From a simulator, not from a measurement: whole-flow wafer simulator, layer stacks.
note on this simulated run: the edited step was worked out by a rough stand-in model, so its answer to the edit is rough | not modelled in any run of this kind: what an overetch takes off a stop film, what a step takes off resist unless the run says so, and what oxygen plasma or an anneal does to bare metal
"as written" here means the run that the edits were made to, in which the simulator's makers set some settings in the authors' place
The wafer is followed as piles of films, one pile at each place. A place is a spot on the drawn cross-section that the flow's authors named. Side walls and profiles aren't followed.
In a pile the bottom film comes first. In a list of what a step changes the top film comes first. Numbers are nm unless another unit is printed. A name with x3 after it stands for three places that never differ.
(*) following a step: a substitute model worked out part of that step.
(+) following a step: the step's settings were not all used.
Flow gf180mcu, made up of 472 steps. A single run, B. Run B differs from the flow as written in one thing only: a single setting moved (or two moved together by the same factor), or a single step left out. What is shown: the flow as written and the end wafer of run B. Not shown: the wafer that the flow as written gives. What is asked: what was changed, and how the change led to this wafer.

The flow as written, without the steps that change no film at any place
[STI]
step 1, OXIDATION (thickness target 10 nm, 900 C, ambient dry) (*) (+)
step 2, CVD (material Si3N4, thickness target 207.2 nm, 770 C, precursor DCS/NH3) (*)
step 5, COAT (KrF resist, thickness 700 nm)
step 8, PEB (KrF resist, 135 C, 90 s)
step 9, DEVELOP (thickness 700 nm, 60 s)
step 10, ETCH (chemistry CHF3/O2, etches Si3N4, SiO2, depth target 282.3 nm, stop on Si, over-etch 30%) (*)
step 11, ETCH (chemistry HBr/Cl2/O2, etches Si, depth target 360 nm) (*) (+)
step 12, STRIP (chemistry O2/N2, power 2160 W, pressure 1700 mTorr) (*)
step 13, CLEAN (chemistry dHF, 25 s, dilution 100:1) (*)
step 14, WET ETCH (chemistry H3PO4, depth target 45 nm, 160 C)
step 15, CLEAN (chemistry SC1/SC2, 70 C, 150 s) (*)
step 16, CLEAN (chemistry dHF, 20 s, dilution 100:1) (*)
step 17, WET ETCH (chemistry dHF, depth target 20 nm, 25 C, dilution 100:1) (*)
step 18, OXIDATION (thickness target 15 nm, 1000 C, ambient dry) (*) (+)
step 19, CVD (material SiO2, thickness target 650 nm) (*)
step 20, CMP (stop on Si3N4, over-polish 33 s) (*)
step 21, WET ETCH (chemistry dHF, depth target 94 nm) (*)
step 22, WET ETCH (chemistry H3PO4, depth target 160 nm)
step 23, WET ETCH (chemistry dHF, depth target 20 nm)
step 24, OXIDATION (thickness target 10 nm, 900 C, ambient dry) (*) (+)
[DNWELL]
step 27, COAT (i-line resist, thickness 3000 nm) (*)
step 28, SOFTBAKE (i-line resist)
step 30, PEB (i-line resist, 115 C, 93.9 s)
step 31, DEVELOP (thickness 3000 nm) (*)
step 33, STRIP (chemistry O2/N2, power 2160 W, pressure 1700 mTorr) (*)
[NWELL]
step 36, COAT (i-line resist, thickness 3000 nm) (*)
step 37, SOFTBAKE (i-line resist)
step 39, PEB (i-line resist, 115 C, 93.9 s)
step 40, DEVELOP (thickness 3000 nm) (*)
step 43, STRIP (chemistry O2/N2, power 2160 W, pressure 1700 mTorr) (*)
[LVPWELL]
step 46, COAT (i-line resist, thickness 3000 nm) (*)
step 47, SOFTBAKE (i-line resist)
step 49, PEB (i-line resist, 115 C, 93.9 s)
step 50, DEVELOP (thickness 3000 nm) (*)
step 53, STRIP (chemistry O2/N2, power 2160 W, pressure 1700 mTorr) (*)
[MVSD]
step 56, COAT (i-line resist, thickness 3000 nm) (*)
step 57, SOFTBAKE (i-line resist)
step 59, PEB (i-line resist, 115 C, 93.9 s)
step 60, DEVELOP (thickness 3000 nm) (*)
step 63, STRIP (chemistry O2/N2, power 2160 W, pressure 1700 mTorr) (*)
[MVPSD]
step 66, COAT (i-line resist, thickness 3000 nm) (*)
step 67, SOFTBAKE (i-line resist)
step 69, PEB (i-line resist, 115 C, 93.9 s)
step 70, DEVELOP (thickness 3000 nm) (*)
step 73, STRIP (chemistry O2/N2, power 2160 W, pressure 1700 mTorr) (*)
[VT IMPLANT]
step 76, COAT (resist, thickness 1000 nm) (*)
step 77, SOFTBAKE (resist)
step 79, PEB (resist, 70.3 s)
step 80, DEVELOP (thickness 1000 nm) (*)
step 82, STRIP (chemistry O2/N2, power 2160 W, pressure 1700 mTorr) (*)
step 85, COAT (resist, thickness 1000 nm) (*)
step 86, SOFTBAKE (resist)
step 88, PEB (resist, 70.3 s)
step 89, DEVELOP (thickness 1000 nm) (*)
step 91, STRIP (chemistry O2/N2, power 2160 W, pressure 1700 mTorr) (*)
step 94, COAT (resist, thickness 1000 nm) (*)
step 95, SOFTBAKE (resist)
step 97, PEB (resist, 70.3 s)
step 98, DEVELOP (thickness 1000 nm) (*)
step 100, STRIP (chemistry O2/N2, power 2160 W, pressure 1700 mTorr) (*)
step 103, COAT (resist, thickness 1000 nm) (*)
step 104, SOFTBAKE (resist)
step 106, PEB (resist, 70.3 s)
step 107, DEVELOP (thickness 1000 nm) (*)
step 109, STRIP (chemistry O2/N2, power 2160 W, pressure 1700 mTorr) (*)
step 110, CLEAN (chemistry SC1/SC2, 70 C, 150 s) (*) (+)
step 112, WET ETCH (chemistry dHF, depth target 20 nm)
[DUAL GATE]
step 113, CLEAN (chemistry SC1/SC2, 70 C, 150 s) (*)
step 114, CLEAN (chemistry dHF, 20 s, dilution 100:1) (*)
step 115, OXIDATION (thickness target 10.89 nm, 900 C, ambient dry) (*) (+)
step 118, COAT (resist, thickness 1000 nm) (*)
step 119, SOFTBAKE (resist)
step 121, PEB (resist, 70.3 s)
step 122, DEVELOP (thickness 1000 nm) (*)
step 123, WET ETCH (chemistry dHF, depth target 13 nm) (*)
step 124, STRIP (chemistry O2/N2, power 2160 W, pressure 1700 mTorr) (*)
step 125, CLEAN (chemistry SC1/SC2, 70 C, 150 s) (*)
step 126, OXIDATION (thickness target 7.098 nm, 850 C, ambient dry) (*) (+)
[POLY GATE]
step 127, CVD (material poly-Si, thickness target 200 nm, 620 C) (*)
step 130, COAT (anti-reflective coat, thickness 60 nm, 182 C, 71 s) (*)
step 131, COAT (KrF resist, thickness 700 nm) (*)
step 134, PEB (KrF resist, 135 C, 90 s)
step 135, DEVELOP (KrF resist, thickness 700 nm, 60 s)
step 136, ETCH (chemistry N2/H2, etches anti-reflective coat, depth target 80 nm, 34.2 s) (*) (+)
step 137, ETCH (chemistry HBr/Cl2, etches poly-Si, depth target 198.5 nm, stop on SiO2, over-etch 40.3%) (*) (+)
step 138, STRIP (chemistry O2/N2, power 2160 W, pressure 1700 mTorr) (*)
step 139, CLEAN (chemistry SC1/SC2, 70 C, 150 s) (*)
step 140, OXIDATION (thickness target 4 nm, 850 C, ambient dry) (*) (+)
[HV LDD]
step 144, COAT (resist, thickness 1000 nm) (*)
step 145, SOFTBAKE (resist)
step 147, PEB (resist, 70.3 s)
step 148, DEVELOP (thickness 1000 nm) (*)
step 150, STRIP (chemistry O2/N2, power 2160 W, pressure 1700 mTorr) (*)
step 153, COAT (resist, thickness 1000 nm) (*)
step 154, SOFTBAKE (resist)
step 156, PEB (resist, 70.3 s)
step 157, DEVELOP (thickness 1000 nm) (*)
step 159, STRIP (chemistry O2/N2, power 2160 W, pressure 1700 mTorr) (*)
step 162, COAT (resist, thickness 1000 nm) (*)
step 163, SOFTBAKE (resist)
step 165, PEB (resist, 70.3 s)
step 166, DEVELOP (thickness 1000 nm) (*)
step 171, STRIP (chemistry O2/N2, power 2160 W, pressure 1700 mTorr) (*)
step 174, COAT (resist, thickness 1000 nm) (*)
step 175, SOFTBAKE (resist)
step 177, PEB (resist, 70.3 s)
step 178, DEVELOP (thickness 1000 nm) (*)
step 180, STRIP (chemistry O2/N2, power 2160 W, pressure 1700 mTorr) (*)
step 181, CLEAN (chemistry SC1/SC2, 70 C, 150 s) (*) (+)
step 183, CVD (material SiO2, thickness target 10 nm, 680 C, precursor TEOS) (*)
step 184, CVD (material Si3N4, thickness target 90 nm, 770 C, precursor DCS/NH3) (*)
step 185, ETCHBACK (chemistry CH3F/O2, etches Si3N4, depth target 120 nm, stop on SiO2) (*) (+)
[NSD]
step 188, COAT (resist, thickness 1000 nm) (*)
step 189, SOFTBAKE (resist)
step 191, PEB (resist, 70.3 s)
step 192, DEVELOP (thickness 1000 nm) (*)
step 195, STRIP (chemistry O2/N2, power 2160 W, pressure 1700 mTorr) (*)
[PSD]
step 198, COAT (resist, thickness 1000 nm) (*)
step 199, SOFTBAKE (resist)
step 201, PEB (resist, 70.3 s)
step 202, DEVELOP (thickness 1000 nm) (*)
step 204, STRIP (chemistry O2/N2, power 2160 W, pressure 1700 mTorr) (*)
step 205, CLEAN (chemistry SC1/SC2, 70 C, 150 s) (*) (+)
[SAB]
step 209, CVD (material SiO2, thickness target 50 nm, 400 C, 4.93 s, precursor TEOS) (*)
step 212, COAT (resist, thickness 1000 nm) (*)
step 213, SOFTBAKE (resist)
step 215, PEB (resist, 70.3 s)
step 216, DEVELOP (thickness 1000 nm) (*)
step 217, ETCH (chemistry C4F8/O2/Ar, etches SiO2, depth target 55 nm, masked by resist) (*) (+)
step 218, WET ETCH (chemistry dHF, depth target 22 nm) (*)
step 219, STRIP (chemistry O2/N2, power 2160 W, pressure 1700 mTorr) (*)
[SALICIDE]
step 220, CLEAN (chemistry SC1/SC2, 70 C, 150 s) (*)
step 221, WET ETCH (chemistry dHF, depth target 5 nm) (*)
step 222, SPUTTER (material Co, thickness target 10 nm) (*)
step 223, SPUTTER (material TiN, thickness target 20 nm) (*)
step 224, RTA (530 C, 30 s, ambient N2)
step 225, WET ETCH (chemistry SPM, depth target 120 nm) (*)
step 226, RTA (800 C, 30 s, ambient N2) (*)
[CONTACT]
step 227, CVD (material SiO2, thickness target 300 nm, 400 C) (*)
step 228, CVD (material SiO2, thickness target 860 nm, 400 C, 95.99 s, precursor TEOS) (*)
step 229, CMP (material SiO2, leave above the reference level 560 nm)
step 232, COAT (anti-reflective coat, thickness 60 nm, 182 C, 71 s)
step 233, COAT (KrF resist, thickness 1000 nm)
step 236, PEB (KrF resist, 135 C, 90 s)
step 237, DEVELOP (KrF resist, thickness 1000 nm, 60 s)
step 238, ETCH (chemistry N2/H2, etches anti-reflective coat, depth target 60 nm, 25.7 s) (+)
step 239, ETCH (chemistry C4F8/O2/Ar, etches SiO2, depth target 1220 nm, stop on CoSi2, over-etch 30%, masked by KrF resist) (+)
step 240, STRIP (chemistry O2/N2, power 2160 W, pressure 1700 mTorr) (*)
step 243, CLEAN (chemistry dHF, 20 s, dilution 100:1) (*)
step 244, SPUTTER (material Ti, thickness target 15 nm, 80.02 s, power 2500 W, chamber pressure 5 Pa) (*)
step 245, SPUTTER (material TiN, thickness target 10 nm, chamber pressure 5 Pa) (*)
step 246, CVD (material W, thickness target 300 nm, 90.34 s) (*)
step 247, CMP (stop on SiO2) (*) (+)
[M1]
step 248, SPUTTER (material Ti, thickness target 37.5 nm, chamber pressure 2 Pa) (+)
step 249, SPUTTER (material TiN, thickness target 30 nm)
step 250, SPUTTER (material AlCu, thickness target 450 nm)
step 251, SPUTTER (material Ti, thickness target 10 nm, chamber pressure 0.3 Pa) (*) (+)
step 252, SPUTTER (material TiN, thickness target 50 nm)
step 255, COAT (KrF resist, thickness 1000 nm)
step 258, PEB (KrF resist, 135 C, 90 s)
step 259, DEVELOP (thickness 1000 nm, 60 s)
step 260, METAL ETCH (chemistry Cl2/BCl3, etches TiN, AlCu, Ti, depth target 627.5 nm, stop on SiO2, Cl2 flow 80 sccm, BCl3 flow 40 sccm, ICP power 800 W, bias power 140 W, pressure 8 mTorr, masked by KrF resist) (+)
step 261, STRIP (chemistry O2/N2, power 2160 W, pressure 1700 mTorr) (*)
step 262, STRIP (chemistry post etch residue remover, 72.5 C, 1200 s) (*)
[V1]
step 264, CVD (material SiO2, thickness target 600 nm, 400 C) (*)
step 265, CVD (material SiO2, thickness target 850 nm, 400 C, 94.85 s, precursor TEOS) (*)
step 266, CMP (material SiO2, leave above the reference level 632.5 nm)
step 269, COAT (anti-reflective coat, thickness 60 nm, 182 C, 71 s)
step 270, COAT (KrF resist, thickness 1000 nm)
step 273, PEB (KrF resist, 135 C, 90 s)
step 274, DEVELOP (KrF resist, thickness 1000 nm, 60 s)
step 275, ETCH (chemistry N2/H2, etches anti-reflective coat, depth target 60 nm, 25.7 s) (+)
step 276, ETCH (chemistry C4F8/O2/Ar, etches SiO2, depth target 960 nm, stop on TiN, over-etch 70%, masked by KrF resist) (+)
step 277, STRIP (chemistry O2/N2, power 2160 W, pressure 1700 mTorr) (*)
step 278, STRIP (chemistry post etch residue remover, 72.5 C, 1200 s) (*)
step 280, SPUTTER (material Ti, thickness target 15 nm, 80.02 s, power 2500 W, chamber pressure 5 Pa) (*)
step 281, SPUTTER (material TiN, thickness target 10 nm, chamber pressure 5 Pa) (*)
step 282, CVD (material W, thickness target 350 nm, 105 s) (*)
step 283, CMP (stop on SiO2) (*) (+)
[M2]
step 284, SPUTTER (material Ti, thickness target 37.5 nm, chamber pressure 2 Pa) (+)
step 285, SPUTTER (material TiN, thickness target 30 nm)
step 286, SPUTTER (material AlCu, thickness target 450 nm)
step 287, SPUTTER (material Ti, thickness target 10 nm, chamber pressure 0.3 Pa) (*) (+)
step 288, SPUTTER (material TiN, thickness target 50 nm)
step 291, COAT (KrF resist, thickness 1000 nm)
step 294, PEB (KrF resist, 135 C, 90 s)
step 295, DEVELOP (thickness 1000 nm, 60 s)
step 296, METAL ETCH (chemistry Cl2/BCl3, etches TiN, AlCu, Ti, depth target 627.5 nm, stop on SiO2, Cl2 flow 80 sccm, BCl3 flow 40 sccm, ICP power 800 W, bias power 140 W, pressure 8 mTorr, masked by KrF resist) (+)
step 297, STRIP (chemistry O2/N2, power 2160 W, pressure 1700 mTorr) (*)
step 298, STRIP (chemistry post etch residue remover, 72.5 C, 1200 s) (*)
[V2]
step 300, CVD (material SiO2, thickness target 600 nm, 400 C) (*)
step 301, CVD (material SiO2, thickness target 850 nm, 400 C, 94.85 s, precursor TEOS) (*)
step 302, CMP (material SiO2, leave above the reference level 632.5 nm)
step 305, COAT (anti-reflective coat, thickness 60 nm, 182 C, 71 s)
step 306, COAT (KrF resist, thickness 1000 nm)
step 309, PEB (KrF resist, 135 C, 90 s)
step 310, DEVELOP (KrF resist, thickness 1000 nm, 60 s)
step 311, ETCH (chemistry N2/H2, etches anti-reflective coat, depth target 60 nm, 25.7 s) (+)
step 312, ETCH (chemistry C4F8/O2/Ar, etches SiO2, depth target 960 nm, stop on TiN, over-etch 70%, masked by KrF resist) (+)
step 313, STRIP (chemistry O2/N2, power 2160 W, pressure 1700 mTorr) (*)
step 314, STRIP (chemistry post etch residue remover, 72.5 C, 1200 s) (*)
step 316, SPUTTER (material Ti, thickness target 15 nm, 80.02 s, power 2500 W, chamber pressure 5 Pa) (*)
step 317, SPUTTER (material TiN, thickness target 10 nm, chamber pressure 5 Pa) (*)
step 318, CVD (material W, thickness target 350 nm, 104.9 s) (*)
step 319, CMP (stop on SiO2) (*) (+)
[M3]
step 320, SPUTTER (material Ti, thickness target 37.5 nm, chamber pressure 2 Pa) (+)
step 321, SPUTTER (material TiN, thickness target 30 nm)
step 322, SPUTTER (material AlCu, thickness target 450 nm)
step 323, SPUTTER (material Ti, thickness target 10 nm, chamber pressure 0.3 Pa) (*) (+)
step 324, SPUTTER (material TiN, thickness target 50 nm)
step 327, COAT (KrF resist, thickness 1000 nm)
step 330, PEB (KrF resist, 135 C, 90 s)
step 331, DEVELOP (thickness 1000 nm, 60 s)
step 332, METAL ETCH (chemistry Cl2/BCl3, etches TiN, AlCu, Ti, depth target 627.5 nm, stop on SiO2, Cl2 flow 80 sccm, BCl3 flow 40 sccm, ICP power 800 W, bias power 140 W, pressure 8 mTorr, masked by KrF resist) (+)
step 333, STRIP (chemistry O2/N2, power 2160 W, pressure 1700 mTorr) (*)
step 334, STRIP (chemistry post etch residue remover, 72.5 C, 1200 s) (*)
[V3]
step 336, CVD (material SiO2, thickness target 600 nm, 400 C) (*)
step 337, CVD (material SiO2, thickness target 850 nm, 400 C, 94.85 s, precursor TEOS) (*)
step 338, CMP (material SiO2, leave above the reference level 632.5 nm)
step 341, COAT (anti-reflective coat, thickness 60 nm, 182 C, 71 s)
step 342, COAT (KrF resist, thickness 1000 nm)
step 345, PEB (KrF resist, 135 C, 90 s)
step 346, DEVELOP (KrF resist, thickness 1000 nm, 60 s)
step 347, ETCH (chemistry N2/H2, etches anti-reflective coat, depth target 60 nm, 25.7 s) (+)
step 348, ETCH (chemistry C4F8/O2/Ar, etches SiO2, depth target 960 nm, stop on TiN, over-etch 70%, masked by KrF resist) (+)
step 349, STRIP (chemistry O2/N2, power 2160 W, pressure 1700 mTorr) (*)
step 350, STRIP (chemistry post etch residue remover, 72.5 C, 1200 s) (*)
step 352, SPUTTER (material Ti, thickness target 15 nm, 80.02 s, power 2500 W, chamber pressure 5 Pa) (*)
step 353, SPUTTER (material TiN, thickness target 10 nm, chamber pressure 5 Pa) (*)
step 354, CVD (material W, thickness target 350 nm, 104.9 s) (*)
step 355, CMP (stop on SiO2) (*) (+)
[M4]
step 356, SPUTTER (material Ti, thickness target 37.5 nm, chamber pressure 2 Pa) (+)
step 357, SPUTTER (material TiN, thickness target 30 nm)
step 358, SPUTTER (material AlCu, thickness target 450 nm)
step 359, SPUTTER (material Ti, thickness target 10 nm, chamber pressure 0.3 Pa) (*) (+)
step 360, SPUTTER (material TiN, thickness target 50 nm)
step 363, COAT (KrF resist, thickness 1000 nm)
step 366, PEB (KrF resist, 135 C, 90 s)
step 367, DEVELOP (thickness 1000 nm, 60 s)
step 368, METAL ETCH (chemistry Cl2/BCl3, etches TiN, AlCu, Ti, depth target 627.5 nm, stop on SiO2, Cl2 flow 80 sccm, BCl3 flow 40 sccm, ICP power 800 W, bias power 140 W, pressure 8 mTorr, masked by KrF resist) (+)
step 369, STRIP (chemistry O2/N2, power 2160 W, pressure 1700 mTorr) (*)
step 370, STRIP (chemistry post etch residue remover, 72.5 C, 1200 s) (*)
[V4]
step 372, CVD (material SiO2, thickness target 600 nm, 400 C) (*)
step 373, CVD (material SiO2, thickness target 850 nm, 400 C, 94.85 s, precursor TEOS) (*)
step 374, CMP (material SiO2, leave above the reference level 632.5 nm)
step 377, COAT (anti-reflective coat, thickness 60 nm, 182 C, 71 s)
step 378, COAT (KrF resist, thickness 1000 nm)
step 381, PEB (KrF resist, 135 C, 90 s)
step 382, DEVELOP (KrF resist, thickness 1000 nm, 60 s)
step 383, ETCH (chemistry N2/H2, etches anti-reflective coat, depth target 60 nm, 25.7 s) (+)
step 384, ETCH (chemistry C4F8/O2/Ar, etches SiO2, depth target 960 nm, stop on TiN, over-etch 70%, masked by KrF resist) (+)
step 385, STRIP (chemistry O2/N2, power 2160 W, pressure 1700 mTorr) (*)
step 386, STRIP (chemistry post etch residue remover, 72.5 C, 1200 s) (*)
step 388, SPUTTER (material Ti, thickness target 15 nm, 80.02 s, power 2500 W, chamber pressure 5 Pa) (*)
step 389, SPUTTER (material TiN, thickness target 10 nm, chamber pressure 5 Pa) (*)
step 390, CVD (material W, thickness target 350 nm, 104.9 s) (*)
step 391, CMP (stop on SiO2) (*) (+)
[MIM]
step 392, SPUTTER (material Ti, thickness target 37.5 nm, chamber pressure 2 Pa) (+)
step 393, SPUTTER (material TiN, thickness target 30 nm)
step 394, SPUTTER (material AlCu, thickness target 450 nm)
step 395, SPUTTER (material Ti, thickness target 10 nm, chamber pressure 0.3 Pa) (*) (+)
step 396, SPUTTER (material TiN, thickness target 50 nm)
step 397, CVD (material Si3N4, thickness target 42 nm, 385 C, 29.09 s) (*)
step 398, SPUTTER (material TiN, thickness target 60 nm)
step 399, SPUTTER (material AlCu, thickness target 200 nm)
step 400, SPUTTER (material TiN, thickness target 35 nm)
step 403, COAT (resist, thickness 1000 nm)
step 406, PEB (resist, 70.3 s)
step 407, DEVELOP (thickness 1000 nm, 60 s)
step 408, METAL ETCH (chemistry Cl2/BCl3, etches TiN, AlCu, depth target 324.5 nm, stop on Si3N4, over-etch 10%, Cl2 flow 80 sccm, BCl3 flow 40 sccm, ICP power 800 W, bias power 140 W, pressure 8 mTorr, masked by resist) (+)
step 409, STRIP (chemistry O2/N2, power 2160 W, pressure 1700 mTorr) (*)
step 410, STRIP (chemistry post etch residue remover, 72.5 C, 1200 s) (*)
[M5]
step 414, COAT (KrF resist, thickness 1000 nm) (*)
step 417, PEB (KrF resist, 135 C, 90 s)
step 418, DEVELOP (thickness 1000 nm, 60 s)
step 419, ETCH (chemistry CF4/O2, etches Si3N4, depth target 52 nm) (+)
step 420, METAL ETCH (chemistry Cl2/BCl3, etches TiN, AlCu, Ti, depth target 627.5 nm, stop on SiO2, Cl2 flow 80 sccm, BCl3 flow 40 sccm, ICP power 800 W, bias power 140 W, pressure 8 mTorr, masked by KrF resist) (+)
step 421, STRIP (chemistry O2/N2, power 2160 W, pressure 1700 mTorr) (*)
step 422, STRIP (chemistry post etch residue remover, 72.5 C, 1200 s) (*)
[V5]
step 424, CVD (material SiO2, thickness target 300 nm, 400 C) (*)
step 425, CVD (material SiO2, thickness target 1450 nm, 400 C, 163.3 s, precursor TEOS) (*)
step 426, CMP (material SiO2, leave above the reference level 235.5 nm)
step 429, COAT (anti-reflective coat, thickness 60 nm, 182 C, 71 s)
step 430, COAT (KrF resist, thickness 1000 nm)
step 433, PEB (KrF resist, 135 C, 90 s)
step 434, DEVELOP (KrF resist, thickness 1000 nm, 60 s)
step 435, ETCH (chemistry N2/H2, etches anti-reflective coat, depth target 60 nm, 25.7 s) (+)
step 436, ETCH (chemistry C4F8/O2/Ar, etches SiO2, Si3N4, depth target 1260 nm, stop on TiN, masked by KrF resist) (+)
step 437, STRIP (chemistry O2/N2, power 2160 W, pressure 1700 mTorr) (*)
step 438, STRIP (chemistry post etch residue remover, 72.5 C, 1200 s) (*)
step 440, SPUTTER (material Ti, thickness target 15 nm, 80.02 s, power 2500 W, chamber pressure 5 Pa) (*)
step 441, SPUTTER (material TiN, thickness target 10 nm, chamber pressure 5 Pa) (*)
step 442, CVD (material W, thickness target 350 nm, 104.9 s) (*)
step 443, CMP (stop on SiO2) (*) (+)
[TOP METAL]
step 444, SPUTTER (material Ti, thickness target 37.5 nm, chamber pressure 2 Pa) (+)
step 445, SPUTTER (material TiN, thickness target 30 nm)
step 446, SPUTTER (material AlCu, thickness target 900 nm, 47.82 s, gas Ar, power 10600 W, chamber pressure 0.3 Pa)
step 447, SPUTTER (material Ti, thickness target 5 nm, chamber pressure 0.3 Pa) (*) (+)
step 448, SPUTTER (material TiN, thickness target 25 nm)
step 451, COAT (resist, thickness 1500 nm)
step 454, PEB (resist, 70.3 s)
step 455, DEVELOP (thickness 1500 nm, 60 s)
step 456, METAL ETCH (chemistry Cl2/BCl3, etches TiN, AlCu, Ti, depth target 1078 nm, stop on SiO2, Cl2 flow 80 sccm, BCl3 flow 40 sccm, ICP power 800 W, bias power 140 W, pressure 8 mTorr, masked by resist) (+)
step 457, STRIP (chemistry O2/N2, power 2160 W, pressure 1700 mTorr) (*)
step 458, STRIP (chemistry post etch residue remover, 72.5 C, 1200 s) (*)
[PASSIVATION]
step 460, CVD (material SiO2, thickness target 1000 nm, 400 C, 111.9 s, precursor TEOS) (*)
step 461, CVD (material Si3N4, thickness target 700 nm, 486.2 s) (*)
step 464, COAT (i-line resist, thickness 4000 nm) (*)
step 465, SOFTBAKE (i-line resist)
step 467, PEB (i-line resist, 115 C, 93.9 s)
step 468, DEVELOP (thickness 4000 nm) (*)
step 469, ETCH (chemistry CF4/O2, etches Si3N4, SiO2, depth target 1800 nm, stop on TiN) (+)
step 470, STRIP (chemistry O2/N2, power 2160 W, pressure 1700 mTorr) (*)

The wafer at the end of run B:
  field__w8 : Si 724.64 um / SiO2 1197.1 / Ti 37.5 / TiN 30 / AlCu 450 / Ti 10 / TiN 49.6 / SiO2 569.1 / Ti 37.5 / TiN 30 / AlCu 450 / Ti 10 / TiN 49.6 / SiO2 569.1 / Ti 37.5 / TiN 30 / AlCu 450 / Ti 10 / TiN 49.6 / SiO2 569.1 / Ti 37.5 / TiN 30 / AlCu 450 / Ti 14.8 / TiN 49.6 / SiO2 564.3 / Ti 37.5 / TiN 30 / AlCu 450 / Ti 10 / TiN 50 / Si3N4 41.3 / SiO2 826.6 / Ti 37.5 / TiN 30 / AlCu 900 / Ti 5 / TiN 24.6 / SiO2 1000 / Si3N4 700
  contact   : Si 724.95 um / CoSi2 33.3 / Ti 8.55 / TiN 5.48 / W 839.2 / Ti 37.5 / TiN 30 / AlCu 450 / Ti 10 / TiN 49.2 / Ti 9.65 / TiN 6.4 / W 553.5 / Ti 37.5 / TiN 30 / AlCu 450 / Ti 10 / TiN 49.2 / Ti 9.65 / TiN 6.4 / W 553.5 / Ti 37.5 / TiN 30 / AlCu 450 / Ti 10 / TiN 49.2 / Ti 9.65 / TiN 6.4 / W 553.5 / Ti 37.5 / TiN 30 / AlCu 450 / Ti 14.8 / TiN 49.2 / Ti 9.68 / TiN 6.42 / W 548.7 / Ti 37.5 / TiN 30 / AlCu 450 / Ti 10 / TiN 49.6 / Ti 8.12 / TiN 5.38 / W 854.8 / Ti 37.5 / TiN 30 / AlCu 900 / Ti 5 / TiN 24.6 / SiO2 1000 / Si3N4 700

What caused this: step 359, SPUTTER: thickness target 14.8 nm was run, though the flow has thickness target 10 nm.
The wafer itself shows it: field__w8 has Ti 14.8, and step 359 as written asks for 10 nm.

Step by step, how the change led to this:
  step 359, SPUTTER (material Ti, thickness target 10 nm, chamber pressure 0.3 Pa) (*) (+)
      field, field__w1, field__w2 and 108 more: Ti gains 14.8 (new film) (it would be, as written: Ti gains 10 (new film))
  step 368, METAL ETCH (chemistry Cl2/BCl3, etches TiN, AlCu, Ti, depth target 627.5 nm, stop on SiO2, Cl2 flow 80 sccm, BCl3 flow 40 sccm, ICP power 800 W, bias power 140 W, pressure 8 mTorr, masked by KrF resist) (+)
      field, field__w1, field__w2 and 103 more: TiN loses 50 (all of it), Ti loses 14.8 (all of it), AlCu loses 450 (all of it), TiN loses 30 (all of it), Ti loses 37.5 (all of it) (it would be, as written: TiN loses 50 (all of it), Ti loses 10 (all of it), AlCu loses 450 (all of it), TiN loses 30 (all of it), Ti loses 37.5 (all of it))
